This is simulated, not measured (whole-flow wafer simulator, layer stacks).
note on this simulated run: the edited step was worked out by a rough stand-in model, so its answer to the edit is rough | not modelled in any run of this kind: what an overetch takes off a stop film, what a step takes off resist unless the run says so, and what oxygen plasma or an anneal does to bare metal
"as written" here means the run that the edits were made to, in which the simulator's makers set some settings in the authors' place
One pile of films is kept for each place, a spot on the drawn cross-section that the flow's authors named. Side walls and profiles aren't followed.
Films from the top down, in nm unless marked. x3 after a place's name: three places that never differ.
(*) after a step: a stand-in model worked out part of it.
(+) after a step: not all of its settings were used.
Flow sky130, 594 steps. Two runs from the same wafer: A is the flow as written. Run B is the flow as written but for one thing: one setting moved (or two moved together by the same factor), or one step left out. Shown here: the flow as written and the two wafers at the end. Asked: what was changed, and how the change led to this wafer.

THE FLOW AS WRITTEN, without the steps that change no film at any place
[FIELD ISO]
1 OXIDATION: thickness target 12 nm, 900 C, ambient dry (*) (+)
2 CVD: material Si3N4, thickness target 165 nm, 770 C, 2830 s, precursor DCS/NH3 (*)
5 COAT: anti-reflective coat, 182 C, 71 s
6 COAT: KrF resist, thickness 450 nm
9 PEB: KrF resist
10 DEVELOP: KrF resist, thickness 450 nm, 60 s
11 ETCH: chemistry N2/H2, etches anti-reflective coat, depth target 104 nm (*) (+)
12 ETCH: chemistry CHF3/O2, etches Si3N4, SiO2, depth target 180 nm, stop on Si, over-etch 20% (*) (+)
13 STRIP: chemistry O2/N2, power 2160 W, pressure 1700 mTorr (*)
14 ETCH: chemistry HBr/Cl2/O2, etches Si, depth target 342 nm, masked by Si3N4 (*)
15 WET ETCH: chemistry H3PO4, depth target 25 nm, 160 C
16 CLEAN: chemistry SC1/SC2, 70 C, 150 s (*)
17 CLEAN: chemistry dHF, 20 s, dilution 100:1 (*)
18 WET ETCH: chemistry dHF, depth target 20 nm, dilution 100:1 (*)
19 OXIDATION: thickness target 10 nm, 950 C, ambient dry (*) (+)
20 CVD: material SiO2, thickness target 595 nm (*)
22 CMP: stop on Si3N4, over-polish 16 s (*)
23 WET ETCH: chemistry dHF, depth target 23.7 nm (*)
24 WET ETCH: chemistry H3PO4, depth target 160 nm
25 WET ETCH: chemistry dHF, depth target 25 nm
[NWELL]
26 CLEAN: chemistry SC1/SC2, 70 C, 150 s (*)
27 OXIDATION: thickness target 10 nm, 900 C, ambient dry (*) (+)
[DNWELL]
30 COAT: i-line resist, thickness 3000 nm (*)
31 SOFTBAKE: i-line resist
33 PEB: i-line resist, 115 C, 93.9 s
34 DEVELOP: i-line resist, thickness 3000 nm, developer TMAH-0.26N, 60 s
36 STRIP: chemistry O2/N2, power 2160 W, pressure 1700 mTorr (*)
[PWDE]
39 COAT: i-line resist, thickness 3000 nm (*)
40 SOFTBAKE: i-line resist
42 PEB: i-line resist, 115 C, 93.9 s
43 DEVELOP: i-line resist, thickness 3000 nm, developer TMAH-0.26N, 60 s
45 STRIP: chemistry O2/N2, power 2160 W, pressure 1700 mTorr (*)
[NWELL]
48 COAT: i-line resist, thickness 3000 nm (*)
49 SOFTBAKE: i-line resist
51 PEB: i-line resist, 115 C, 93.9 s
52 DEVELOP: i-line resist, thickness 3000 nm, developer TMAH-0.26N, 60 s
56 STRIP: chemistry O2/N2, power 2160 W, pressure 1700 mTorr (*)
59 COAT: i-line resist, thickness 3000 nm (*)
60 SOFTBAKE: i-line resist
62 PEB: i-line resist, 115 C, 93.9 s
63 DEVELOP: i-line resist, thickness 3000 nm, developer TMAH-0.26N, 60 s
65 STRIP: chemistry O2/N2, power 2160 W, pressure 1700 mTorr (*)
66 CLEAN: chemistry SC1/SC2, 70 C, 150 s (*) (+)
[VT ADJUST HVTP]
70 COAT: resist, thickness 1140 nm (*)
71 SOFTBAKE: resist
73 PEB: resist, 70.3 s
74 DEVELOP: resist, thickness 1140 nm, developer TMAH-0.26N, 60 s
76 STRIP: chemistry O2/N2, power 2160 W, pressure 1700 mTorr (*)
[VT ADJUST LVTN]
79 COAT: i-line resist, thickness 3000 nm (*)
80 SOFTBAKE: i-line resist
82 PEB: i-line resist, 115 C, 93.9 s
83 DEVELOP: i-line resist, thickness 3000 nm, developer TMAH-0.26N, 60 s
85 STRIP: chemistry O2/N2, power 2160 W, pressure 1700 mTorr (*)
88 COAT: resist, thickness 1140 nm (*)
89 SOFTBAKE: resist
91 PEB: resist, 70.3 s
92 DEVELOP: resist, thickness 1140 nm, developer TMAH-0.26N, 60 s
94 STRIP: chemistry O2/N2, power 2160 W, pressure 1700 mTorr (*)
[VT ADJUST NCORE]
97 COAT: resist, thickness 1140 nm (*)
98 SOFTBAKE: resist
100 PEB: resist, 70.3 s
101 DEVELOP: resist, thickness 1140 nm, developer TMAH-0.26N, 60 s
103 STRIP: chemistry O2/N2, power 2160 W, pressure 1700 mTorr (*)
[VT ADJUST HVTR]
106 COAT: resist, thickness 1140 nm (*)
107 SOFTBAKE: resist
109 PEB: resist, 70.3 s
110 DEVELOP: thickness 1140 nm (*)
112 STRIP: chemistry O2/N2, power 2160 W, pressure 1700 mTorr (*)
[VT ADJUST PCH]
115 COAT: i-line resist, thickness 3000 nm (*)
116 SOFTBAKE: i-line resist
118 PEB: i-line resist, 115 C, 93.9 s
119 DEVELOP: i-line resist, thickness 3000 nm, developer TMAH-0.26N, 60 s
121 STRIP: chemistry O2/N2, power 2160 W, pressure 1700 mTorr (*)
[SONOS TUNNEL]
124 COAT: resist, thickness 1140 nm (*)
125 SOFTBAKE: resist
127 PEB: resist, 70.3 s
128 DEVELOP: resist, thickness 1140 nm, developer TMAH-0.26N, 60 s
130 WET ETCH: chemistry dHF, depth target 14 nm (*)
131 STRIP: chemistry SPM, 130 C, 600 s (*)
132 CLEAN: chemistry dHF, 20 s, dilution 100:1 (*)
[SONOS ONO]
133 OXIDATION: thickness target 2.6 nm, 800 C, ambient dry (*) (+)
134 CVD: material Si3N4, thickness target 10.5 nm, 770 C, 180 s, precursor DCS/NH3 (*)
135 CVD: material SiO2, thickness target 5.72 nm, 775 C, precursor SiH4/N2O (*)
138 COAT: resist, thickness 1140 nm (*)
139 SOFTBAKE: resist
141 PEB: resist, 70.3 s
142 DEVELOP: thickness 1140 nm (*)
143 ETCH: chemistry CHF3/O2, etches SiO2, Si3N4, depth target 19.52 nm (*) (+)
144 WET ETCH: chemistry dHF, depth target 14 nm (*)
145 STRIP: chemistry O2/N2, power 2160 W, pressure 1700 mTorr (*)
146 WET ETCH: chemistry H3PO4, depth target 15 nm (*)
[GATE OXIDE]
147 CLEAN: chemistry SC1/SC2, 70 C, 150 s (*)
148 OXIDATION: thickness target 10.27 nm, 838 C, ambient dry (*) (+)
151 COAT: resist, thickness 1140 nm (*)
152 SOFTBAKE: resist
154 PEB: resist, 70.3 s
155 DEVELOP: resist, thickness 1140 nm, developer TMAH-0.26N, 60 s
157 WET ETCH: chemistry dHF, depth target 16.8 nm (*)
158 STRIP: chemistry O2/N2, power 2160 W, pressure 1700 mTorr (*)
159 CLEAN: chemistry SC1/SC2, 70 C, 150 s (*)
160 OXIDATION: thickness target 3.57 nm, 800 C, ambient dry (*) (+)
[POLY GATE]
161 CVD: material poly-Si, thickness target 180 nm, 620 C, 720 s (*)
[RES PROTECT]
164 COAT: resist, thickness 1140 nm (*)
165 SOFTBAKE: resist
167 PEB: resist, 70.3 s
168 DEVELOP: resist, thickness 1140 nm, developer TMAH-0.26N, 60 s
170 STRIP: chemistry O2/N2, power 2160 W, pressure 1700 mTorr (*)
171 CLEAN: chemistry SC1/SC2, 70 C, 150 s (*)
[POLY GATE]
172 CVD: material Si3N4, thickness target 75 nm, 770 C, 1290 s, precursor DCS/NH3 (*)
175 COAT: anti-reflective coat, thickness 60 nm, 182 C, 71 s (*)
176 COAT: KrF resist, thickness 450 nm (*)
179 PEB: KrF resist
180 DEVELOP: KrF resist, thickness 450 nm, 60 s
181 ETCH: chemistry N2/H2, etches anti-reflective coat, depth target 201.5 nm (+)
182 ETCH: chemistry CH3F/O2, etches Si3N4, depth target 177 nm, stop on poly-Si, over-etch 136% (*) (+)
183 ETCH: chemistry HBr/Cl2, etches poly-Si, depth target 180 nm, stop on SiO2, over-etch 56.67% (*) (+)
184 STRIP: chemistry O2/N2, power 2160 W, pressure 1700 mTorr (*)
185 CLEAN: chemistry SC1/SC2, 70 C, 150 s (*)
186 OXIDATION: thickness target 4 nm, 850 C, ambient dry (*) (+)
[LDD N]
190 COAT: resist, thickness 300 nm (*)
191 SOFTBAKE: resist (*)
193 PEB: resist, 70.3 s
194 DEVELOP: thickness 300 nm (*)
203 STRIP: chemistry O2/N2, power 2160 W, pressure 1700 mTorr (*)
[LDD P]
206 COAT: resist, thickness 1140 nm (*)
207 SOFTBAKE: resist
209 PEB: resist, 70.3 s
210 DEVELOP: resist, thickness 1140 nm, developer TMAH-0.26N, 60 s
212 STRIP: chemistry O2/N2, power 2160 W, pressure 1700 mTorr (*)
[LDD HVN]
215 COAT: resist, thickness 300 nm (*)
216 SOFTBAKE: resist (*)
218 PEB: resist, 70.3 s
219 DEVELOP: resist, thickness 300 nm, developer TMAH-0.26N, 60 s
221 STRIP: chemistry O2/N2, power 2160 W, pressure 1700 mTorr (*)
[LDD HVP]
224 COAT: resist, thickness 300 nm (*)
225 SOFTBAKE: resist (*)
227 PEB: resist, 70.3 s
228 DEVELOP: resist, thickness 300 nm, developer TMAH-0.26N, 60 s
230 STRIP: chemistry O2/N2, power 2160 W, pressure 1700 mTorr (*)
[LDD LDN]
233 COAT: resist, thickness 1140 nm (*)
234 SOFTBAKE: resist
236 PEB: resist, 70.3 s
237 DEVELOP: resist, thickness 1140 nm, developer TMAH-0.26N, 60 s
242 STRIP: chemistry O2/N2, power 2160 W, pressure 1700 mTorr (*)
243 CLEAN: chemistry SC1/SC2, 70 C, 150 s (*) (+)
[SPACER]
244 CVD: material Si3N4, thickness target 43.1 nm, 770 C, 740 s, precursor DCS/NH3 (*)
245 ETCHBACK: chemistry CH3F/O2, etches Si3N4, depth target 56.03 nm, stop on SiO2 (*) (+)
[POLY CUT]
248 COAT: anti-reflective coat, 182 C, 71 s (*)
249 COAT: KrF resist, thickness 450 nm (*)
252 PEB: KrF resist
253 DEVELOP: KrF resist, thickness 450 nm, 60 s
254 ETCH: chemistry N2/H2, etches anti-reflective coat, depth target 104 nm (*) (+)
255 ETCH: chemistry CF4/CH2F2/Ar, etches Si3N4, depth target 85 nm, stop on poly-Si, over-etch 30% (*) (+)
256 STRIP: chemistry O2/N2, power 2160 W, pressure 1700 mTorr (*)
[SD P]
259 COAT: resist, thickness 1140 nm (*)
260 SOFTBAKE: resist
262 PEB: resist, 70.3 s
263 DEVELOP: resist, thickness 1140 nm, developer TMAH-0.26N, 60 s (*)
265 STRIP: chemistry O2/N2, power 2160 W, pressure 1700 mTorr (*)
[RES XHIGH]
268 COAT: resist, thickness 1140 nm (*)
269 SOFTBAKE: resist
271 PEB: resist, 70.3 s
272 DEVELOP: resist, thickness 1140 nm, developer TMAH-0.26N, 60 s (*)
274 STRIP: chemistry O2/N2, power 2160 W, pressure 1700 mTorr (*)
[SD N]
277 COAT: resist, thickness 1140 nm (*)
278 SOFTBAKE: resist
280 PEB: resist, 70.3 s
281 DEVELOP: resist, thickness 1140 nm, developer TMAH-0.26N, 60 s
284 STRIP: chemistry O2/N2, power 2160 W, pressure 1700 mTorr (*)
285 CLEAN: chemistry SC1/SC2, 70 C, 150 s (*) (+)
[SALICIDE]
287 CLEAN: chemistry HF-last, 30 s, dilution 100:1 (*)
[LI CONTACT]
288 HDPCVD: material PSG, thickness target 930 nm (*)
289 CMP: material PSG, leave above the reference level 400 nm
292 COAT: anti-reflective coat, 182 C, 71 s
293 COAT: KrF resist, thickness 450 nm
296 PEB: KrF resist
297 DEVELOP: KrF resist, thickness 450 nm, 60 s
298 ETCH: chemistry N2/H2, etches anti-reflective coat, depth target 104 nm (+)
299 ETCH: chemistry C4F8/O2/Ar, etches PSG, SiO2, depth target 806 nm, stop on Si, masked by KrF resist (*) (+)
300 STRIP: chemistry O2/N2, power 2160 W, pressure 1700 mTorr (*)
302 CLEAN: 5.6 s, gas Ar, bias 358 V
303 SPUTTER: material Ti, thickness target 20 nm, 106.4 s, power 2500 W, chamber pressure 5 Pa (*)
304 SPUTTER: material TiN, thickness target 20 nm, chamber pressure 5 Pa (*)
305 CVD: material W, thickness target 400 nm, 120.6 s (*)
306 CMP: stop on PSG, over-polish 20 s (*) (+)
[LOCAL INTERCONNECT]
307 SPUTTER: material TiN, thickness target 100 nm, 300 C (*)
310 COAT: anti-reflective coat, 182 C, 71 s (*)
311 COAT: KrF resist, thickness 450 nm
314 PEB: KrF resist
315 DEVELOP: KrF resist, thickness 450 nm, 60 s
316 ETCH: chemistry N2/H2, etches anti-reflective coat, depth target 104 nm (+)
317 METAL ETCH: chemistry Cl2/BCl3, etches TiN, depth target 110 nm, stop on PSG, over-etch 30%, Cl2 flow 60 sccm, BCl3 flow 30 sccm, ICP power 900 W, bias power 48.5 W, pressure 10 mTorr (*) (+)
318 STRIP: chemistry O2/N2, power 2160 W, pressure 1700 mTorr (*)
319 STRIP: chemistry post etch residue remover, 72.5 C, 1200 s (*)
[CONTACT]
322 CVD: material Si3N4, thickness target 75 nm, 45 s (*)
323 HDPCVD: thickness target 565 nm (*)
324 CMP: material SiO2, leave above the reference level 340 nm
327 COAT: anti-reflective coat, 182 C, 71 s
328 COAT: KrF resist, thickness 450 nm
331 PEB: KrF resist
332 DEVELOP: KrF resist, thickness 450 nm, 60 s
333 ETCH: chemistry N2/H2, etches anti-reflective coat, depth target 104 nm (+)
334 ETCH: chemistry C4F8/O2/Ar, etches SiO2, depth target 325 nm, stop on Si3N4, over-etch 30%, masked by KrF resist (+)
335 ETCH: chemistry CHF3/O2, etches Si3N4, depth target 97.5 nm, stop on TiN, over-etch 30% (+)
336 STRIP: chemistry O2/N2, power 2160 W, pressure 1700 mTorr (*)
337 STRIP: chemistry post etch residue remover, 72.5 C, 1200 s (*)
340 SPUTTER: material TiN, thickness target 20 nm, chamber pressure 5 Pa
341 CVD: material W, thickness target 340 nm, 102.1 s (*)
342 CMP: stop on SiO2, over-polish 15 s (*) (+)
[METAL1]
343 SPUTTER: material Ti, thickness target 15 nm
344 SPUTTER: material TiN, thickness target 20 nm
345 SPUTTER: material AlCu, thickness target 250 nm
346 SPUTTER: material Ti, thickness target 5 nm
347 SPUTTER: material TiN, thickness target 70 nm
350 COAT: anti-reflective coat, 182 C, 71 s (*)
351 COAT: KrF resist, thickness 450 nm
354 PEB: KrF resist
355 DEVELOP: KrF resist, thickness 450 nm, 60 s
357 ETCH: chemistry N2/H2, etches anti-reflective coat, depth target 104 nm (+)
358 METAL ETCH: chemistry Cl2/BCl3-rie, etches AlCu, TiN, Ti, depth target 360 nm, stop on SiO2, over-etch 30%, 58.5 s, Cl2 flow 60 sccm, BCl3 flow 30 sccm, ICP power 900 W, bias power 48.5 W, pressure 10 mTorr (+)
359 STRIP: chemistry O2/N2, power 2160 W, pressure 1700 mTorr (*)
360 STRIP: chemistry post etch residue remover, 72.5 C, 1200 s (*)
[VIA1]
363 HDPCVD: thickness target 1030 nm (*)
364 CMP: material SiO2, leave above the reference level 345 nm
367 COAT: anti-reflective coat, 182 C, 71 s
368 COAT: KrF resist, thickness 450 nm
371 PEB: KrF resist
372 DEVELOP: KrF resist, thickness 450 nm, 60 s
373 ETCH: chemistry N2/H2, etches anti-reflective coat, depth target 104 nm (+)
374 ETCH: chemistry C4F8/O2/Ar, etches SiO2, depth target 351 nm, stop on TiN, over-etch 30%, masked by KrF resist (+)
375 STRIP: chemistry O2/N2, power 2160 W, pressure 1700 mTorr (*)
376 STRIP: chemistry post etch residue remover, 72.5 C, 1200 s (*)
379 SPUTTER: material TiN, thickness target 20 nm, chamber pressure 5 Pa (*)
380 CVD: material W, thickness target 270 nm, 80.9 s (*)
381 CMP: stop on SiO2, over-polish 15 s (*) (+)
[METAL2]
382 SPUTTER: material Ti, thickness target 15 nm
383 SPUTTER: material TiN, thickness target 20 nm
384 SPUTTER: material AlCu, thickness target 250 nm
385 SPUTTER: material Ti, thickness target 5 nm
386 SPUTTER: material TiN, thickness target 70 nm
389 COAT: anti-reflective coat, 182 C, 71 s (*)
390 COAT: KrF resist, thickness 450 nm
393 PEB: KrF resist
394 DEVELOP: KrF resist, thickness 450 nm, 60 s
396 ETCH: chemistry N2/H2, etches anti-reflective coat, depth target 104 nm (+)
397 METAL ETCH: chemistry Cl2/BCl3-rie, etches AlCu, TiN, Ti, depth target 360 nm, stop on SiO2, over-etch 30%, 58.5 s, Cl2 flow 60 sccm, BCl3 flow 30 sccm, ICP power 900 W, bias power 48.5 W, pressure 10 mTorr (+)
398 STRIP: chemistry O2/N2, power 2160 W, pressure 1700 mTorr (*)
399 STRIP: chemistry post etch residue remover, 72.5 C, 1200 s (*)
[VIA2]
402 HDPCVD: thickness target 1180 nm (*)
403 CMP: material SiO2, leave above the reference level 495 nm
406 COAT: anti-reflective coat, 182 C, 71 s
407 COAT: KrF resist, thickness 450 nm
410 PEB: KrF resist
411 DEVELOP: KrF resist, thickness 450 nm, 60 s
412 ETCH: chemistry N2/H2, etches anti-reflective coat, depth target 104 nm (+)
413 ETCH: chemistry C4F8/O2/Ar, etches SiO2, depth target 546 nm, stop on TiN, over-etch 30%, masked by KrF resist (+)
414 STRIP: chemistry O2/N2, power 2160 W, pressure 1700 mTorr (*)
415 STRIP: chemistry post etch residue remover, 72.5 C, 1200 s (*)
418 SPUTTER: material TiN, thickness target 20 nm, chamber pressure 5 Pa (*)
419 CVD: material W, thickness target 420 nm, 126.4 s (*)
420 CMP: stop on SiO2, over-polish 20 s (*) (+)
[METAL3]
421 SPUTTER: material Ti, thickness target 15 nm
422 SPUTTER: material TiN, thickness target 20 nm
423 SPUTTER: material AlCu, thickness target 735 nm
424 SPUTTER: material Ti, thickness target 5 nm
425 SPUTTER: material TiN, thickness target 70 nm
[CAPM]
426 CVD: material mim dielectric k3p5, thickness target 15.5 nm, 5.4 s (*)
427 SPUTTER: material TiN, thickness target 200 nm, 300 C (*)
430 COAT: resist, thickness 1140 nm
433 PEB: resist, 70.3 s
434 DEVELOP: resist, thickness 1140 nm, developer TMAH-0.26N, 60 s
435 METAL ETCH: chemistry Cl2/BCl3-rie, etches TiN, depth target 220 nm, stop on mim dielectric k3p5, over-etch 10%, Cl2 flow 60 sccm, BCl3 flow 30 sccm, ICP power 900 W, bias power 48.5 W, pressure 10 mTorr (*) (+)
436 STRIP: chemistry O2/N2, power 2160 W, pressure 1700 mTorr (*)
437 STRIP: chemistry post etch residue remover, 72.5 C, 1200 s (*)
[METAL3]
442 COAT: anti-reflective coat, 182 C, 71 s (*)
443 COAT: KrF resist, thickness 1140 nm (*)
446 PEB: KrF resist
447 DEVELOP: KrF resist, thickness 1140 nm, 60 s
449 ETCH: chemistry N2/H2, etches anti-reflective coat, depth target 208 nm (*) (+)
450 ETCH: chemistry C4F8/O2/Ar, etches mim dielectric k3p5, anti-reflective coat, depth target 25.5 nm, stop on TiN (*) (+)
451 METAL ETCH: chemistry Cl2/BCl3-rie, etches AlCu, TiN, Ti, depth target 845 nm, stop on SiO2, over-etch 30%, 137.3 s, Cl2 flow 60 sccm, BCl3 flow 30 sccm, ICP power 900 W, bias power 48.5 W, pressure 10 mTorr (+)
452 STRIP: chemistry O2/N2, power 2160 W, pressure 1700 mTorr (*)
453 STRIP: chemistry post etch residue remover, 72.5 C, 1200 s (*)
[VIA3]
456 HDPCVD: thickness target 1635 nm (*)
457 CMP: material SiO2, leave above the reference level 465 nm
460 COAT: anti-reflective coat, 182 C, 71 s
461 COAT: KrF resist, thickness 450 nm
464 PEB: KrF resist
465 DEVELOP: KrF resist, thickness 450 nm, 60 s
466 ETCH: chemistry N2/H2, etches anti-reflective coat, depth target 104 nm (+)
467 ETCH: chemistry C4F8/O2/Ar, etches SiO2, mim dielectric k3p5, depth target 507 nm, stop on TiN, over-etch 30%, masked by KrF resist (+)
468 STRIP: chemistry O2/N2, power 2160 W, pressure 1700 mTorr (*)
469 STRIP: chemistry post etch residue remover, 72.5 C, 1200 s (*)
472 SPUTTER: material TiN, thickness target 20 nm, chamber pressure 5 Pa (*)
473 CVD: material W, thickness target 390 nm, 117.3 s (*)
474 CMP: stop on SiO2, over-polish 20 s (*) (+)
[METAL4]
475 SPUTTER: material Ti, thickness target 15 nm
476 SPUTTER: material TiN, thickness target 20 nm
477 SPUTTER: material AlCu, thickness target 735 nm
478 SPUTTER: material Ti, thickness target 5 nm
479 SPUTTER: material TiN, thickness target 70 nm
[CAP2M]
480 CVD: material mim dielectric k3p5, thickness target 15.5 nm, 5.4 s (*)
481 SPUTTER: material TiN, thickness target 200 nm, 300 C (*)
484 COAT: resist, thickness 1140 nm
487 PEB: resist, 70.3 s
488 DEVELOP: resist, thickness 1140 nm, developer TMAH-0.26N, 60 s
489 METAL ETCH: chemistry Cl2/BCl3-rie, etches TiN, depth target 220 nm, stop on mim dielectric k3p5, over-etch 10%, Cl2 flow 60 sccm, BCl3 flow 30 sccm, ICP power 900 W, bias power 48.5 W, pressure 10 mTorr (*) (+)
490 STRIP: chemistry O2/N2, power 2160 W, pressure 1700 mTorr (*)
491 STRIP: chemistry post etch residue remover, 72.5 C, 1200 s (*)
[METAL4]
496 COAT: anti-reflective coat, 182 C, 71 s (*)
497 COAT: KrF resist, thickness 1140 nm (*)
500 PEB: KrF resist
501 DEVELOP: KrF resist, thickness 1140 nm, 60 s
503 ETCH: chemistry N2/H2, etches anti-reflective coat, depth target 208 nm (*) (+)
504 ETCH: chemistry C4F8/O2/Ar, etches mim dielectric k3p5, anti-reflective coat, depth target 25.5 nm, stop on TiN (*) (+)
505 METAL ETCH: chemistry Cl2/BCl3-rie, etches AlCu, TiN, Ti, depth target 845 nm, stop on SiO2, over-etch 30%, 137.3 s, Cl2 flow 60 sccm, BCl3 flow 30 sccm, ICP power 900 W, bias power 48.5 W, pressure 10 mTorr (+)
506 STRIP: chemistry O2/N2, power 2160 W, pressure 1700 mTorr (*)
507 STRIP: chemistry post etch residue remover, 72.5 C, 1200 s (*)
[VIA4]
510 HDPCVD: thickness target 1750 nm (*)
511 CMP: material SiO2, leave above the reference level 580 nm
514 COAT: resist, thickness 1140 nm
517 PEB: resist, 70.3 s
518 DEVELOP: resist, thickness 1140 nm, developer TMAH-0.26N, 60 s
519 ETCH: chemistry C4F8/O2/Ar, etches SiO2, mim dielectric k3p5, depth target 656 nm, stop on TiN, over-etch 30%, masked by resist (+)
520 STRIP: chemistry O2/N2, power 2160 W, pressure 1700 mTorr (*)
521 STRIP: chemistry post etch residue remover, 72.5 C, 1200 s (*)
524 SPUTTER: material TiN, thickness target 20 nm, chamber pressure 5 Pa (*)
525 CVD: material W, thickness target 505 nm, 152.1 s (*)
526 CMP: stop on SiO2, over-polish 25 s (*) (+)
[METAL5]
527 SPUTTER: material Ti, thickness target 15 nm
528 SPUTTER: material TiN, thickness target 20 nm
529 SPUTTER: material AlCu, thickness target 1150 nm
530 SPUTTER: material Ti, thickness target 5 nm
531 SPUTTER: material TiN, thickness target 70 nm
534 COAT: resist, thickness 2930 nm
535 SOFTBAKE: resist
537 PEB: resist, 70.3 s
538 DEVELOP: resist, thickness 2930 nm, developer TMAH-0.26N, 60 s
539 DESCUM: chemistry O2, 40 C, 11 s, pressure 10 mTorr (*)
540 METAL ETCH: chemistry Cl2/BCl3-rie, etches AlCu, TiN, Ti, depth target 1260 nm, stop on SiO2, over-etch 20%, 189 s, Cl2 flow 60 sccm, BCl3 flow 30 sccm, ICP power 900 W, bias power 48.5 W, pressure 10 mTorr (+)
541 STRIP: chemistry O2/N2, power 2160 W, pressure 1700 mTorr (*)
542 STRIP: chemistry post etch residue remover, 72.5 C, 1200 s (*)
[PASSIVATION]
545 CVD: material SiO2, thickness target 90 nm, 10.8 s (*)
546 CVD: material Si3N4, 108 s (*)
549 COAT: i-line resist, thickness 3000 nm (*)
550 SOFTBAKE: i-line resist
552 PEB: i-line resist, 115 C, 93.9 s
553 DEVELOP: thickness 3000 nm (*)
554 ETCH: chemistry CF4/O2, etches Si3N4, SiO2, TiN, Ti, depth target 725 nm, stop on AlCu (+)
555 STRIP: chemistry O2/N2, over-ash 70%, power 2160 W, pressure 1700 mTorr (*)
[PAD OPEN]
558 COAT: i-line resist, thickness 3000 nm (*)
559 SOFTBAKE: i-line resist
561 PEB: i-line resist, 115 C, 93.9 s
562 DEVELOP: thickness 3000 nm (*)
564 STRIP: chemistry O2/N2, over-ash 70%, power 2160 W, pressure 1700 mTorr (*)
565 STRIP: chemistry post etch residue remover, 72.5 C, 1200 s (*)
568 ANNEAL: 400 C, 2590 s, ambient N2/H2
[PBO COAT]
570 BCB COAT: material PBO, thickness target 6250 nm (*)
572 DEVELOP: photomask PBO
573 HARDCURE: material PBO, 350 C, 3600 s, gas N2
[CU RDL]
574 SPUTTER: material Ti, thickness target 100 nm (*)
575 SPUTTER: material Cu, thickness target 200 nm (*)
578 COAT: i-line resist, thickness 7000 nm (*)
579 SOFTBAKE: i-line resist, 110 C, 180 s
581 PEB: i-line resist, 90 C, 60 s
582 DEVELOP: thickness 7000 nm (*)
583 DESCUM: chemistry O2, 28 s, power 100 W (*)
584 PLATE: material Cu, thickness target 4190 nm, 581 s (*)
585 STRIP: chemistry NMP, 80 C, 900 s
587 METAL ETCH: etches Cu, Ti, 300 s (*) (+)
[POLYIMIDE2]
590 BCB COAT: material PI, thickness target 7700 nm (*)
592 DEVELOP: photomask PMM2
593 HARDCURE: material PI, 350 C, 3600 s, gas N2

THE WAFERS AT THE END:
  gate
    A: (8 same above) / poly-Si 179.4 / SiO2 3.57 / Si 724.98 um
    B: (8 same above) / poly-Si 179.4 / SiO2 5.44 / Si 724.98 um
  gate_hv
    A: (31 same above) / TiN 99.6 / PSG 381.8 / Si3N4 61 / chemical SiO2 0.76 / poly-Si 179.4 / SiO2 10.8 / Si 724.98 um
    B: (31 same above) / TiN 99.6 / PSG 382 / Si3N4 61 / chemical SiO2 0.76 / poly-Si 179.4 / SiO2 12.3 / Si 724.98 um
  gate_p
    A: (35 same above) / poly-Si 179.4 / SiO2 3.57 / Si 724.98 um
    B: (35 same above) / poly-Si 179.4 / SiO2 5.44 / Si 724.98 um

The cause: step 160, OXIDATION: thickness target 5.44 nm was run, where the flow has thickness target 3.57 nm.
It can be read off the wafer: gate has SiO2 5.44, and step 160 as written asks for 3.57 nm.

How the change led to this, step by step:
  160 OXIDATION: thickness target 3.57 nm, 800 C, ambient dry (*) (+)
      active, n_well, p_well and 58 more: A SiO2 +3.57 (new film), chemical SiO2 -0.76 (all of it), Si -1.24 | B SiO2 +5.44 (new film), chemical SiO2 -0.76 (all of it), Si -2.06
      gate_hv, m1, pad and 37 more: A SiO2 +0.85, Si -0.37 | B SiO2 +2.36, Si -1.04
  248 COAT: anti-reflective coat, 182 C, 71 s (*)
      m1: A anti-reflective coat +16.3 (new film) | B anti-reflective coat +15.7 (new film)
      gate_p_hv: A anti-reflective coat +15.8 (new film) | B anti-reflective coat +15.1 (new film)
  256 STRIP: chemistry O2/N2, power 2160 W, pressure 1700 mTorr (*)
      m1: A KrF resist -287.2 (all of it), anti-reflective coat -16.3 (all of it) | B KrF resist -287.3 (all of it), anti-reflective coat -15.7 (all of it)
      gate_p_hv: A KrF resist -328.9 (all of it), anti-reflective coat -15.8 (all of it) | B KrF resist -329.2 (all of it), anti-reflective coat -15.1 (all of it)
  299 ETCH: chemistry C4F8/O2/Ar, etches PSG, SiO2, depth target 806 nm, stop on Si, masked by KrF resist (*) (+)
      contact, ndiff_licon, ndiff_licon_cpp: A PSG -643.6 (all of it), SiO2 -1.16 (all of it) | B PSG -643.7 (all of it), SiO2 -2.73 (all of it)
  303 SPUTTER: material Ti, thickness target 20 nm, 106.4 s, power 2500 W, chamber pressure 5 Pa (*)
      ndiff_licon_cpp: A Ti +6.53 (new film) | B Ti +7.21 (new film)
  306 CMP: stop on PSG, over-polish 20 s (*) (+)
      poly_licon: A W -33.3 | B W -32.4
